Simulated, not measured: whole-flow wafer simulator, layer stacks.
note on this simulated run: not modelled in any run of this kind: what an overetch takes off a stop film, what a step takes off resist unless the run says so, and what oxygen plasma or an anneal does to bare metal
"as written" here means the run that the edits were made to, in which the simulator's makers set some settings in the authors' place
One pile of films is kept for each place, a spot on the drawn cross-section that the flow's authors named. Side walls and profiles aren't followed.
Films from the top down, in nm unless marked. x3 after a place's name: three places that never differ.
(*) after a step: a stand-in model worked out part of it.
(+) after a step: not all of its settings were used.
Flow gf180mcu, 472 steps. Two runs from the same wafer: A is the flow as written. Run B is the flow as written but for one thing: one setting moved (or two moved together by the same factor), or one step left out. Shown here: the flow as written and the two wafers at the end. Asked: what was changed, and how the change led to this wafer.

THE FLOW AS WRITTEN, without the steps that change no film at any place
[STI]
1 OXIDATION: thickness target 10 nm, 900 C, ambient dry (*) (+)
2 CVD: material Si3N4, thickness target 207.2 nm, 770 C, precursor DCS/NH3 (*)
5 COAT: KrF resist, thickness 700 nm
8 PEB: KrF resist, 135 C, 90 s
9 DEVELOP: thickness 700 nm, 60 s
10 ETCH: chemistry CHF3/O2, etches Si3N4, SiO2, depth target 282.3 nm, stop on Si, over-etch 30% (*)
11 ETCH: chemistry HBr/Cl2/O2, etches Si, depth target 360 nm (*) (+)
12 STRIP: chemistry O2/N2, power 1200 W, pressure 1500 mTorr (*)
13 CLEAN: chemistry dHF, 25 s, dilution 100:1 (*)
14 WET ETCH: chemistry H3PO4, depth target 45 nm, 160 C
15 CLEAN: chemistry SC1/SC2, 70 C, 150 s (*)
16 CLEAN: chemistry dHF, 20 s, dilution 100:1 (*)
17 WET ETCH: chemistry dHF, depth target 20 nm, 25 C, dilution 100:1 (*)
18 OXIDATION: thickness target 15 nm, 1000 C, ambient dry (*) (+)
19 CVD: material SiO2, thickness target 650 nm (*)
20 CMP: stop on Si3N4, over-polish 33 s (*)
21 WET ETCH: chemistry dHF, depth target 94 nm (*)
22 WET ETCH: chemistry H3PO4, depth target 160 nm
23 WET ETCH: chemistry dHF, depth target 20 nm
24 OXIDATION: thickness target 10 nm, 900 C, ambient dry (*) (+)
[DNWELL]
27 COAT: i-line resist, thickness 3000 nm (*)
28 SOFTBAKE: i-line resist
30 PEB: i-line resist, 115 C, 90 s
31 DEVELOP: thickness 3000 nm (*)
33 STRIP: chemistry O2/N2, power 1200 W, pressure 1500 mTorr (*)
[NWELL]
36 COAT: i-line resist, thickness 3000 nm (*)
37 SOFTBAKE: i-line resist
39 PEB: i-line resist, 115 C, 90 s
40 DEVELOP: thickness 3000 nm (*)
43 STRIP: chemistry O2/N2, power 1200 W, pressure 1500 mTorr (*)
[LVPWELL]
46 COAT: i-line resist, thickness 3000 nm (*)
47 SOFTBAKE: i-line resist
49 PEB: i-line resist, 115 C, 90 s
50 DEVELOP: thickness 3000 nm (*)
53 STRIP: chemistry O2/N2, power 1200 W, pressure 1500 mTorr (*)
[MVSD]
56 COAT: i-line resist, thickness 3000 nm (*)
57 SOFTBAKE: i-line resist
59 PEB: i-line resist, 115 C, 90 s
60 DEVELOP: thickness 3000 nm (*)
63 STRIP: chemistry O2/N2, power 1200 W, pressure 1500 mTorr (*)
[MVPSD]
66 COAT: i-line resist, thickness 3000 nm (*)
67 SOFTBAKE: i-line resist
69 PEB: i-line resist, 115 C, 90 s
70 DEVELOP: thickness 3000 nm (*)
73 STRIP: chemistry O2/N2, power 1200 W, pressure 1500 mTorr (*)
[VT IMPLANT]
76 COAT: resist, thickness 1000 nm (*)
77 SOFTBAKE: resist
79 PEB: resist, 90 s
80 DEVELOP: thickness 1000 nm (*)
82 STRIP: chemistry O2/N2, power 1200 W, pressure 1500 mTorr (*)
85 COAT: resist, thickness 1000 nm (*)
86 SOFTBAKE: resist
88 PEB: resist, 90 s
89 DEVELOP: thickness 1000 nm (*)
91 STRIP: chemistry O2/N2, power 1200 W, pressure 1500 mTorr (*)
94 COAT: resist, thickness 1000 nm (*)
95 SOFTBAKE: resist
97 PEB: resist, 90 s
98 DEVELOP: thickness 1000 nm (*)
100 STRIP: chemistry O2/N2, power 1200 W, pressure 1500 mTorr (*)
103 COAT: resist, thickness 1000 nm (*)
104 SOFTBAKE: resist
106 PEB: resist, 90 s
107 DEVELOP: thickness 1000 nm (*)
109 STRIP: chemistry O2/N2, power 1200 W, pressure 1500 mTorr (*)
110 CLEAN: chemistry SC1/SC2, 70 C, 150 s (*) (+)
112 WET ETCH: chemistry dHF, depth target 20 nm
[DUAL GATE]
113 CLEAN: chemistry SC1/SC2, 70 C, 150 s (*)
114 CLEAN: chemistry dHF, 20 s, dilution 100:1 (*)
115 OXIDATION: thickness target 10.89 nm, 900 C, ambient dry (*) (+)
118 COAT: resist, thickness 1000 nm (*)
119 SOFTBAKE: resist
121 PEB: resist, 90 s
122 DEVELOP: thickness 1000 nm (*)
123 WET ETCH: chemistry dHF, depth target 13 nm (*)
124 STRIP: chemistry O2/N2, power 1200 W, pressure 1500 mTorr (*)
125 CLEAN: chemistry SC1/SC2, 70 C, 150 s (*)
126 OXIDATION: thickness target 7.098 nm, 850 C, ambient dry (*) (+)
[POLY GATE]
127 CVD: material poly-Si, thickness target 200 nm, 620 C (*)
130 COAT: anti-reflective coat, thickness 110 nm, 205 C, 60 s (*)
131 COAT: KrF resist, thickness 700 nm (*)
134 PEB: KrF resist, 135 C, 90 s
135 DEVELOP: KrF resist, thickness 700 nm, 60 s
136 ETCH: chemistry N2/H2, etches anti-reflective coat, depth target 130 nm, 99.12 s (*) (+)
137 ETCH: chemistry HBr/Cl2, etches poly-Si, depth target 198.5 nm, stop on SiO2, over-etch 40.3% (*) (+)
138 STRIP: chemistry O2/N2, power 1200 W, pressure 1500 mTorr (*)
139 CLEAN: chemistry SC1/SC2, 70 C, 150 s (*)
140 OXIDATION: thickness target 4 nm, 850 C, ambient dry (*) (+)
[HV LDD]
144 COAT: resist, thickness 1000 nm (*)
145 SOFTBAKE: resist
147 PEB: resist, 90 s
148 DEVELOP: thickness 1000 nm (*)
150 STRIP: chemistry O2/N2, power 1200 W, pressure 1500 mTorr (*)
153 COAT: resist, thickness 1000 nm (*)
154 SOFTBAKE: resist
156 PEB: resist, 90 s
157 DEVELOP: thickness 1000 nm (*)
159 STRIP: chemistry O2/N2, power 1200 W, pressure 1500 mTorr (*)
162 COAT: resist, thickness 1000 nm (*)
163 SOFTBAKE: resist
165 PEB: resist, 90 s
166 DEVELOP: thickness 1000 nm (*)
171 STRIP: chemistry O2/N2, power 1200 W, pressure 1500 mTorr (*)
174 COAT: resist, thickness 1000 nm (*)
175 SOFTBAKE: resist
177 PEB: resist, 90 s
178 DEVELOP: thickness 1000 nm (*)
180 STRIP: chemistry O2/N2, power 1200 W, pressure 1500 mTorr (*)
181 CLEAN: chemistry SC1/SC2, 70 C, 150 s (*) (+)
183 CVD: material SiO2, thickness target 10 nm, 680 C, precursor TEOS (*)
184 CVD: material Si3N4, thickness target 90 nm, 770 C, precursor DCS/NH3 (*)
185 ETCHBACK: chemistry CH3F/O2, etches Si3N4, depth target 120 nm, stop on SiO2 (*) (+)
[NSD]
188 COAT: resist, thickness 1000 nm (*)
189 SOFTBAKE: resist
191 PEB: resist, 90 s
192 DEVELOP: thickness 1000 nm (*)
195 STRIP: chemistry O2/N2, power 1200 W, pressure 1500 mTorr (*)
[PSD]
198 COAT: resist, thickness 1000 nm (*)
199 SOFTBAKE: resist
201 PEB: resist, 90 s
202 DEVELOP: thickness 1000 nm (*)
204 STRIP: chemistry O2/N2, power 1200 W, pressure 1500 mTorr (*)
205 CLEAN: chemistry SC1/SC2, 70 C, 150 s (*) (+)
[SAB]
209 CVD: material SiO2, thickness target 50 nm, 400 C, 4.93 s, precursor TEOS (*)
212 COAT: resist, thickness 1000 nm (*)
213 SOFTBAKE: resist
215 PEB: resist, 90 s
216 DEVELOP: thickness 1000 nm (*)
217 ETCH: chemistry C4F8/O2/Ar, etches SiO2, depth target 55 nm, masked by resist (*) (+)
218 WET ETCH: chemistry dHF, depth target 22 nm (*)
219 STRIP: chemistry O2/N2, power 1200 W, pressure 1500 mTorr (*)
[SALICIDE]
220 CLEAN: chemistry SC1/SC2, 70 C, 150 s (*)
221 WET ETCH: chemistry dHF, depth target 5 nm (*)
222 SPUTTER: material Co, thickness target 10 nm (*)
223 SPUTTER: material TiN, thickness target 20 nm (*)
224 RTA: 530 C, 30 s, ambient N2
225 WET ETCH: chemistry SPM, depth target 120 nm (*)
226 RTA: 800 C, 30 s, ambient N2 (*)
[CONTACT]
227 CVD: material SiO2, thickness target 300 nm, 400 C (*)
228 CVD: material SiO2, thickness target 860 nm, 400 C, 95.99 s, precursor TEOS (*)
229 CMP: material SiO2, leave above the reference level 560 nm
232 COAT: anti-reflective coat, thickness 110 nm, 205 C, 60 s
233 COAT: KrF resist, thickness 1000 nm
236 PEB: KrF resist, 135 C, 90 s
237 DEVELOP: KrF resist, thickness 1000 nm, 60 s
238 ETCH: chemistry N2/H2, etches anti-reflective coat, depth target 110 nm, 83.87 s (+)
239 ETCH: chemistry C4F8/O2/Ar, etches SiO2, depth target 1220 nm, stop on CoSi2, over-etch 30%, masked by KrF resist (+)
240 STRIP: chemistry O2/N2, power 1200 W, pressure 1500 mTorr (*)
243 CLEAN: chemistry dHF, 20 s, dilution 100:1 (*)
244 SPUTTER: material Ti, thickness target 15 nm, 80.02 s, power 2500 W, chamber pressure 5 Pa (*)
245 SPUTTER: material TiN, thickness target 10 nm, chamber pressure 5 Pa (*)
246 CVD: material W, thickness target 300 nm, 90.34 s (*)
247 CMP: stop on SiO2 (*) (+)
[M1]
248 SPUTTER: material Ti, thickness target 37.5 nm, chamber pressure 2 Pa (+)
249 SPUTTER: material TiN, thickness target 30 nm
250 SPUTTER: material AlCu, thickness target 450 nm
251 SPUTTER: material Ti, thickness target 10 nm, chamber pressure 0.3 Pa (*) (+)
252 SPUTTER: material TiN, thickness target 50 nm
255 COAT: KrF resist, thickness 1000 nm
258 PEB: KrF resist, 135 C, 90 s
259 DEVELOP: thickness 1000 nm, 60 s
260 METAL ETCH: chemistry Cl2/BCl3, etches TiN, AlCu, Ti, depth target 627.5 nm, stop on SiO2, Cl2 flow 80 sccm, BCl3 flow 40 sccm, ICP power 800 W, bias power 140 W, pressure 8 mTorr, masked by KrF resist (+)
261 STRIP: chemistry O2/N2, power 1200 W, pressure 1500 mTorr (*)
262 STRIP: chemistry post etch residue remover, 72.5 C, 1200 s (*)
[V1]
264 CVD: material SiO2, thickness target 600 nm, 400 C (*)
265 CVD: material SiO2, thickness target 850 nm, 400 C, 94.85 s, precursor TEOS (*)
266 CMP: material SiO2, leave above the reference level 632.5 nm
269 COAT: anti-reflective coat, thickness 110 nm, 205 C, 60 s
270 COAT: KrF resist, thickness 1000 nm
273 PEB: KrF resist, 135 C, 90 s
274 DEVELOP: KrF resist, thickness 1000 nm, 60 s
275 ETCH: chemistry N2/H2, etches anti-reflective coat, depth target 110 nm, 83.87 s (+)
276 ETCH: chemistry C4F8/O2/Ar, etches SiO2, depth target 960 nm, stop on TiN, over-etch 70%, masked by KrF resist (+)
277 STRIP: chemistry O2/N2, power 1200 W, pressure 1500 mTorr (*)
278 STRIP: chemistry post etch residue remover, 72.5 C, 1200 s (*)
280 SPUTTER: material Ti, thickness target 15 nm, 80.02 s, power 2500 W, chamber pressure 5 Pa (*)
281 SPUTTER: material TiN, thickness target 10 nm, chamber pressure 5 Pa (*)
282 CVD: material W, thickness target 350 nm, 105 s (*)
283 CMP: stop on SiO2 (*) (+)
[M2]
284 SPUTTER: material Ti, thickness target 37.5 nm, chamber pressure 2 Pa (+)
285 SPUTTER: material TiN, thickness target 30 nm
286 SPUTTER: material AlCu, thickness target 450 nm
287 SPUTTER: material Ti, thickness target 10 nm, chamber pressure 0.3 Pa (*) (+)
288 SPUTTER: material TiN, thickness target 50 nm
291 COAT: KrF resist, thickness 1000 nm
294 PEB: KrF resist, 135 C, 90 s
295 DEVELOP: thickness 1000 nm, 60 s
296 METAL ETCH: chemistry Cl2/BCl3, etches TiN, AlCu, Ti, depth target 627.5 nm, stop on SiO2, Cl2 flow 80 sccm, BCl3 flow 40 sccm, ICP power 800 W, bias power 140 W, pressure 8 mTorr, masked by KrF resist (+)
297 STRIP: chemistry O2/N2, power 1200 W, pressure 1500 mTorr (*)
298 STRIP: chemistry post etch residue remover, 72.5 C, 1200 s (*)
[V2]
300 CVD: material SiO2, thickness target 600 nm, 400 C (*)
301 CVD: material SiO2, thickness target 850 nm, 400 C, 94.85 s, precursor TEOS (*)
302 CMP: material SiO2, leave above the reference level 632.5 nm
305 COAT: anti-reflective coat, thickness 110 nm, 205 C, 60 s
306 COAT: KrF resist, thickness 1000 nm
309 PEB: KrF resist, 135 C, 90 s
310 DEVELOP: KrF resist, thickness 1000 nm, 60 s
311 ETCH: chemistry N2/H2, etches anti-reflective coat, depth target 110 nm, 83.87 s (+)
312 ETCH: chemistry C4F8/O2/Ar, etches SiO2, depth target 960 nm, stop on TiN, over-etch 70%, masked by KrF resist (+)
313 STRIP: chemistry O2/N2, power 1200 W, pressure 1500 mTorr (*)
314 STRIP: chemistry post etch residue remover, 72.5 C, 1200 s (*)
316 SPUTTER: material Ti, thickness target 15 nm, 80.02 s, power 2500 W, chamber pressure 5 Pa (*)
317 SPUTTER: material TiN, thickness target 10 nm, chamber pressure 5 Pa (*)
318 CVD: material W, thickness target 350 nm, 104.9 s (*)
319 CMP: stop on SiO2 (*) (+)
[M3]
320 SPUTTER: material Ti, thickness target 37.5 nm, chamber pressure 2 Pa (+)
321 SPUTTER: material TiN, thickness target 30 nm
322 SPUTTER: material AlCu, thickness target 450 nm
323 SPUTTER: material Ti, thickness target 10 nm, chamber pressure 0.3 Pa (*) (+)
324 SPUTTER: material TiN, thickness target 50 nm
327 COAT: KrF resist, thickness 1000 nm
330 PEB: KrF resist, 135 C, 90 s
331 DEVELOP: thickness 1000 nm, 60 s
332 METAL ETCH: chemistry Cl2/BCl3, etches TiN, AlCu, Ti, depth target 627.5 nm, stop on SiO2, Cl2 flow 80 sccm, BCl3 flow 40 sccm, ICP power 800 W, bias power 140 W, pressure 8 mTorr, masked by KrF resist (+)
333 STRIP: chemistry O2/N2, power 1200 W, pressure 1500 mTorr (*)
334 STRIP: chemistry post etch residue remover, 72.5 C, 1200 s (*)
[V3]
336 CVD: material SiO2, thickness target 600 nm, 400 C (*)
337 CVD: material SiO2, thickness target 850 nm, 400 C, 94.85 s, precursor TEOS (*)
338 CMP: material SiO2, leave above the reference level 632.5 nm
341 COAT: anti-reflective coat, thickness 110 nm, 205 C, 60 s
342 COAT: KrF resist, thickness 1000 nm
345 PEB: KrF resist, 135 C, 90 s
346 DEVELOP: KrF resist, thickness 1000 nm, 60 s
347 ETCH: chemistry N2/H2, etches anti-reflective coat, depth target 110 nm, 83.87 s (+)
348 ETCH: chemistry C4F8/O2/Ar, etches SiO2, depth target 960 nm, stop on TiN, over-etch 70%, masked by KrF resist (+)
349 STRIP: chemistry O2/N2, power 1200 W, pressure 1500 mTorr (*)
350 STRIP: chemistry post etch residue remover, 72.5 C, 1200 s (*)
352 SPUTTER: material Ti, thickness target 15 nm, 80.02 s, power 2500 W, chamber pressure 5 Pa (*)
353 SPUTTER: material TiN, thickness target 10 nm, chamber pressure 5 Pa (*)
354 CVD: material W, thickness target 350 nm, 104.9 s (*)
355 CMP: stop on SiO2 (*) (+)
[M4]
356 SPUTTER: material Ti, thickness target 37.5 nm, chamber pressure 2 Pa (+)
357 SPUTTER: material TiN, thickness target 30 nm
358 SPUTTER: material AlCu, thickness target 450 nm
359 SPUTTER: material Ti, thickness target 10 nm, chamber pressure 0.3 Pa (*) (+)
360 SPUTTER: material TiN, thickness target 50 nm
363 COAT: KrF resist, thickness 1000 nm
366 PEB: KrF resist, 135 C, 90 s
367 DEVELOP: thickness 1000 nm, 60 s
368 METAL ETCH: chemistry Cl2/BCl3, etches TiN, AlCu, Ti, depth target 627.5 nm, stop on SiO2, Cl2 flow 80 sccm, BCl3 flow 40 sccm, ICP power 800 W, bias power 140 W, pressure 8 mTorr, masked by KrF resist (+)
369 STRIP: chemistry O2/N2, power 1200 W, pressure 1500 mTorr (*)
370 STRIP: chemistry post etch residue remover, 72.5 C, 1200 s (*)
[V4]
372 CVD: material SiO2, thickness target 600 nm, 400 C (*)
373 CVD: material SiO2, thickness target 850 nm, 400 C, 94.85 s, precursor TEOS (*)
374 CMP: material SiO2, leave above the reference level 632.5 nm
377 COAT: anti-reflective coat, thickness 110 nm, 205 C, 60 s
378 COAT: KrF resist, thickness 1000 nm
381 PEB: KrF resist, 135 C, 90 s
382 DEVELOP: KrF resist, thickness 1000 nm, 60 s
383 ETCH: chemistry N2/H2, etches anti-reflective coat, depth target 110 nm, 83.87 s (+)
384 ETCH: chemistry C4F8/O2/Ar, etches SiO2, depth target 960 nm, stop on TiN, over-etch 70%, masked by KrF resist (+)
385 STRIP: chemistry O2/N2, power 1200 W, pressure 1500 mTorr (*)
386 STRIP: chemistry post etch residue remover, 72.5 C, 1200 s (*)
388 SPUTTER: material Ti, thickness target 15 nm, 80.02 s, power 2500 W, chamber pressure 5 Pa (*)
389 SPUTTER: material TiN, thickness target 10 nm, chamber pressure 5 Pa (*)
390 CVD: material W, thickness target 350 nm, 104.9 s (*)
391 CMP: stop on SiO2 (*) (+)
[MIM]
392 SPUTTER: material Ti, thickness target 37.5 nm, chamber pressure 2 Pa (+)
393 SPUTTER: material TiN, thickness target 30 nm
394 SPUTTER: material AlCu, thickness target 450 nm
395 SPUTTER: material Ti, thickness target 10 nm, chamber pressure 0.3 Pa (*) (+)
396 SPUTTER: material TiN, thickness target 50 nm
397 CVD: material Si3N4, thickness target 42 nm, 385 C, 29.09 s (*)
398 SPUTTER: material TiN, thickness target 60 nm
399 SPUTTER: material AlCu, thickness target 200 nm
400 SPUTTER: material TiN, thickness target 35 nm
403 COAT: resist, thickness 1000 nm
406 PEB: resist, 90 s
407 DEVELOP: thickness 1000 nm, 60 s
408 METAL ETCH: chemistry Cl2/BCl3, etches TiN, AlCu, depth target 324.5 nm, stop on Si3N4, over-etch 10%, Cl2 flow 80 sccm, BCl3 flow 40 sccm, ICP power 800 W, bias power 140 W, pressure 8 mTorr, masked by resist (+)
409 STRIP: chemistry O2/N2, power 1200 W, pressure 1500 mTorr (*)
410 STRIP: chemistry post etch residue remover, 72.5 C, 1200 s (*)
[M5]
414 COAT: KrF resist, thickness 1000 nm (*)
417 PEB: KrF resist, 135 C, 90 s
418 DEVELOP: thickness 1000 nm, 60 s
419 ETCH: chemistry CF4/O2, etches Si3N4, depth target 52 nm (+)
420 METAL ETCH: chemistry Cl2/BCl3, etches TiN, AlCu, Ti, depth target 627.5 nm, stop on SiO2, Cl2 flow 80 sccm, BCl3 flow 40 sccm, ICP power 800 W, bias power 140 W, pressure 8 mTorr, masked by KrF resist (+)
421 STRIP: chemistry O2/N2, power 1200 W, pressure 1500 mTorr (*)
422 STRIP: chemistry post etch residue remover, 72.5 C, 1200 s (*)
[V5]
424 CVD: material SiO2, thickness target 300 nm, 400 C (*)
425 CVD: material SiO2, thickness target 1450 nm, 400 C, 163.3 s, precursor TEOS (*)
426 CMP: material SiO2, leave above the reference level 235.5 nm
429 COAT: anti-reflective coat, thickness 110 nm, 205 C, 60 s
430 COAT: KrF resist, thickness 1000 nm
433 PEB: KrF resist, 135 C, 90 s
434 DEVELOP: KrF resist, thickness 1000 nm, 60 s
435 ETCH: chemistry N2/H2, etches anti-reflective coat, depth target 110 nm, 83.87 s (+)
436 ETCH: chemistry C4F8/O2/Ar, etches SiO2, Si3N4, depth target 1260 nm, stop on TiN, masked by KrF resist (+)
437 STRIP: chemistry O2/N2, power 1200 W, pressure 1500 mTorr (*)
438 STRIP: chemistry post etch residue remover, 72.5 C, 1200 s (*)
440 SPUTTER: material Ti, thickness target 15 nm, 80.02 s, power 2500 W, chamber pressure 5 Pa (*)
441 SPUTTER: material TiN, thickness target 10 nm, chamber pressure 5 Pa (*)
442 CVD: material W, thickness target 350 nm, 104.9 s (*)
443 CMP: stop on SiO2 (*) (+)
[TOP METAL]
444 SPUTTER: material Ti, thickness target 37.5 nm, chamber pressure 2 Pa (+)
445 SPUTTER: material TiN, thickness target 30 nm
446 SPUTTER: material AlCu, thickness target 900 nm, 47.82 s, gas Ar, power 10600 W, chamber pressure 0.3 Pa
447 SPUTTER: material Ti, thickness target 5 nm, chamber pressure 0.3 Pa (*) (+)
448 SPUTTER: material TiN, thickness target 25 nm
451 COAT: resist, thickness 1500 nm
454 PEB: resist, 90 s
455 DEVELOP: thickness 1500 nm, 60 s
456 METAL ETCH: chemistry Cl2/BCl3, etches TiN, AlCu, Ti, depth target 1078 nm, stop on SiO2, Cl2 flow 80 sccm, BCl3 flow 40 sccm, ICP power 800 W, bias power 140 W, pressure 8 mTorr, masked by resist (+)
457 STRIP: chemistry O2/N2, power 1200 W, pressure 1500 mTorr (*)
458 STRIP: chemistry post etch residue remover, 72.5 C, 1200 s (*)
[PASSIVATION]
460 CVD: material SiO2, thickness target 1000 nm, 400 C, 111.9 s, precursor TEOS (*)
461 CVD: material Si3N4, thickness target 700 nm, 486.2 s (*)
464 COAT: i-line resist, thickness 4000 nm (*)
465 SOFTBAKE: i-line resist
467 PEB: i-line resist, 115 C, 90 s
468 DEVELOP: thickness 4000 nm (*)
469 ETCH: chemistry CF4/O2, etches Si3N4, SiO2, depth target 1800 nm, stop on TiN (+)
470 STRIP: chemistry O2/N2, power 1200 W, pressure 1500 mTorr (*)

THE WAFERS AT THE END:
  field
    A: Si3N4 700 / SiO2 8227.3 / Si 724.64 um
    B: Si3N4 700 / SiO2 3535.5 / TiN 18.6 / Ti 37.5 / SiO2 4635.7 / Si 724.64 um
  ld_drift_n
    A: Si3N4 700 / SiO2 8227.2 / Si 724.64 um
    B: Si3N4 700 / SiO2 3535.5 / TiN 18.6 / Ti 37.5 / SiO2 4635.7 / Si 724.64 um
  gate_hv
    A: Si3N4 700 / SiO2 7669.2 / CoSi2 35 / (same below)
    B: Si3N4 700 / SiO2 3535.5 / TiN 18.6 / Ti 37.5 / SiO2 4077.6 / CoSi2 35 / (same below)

The cause: step 368, METAL ETCH: depth target 521 nm was run, where the flow has depth target 627.5 nm.

How the change led to this, step by step:
  368 METAL ETCH: chemistry Cl2/BCl3, etches TiN, AlCu, Ti, depth target 627.5 nm, stop on SiO2, Cl2 flow 80 sccm, BCl3 flow 40 sccm, ICP power 800 W, bias power 140 W, pressure 8 mTorr, masked by KrF resist (+)
      field, field__w1, field__w2 and 103 more: A TiN -50 (all of it), Ti -10 (all of it), AlCu -450 (all of it), TiN -30 (all of it), Ti -37.5 (all of it) | B TiN -50 (all of it), Ti -10 (all of it), AlCu -450 (all of it), TiN -11
      field__w8, contact, m1, m1__w1, m1_nw: A KrF resist -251 | B KrF resist -208.4
  369 STRIP: chemistry O2/N2, power 1200 W, pressure 1500 mTorr (*)
      field__w8, contact, m1, m1__w1, m1_nw: A KrF resist -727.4 (all of it) | B KrF resist -770 (all of it)
  372 CVD: material SiO2, thickness target 600 nm, 400 C (*)
      field, field__w1, field__w2 and 103 more: A SiO2 +600 | B SiO2 +600 (new film)
  374 CMP: material SiO2, leave above the reference level 632.5 nm
      field, field__w1, field__w2 and 103 more: A SiO2 -300 | B SiO2 -356.1
Counting metal films that touch as one body, field has 1 body; the flow as written gives 0 bodies.
Counting metal films that touch as one body, ld_drift_n has 1 body; the flow as written gives 0 bodies.
Counting metal films that touch as one body, gate_hv has 2 bodies (between them, from the top down: SiO2 4077.6); the flow as written gives 1 body.
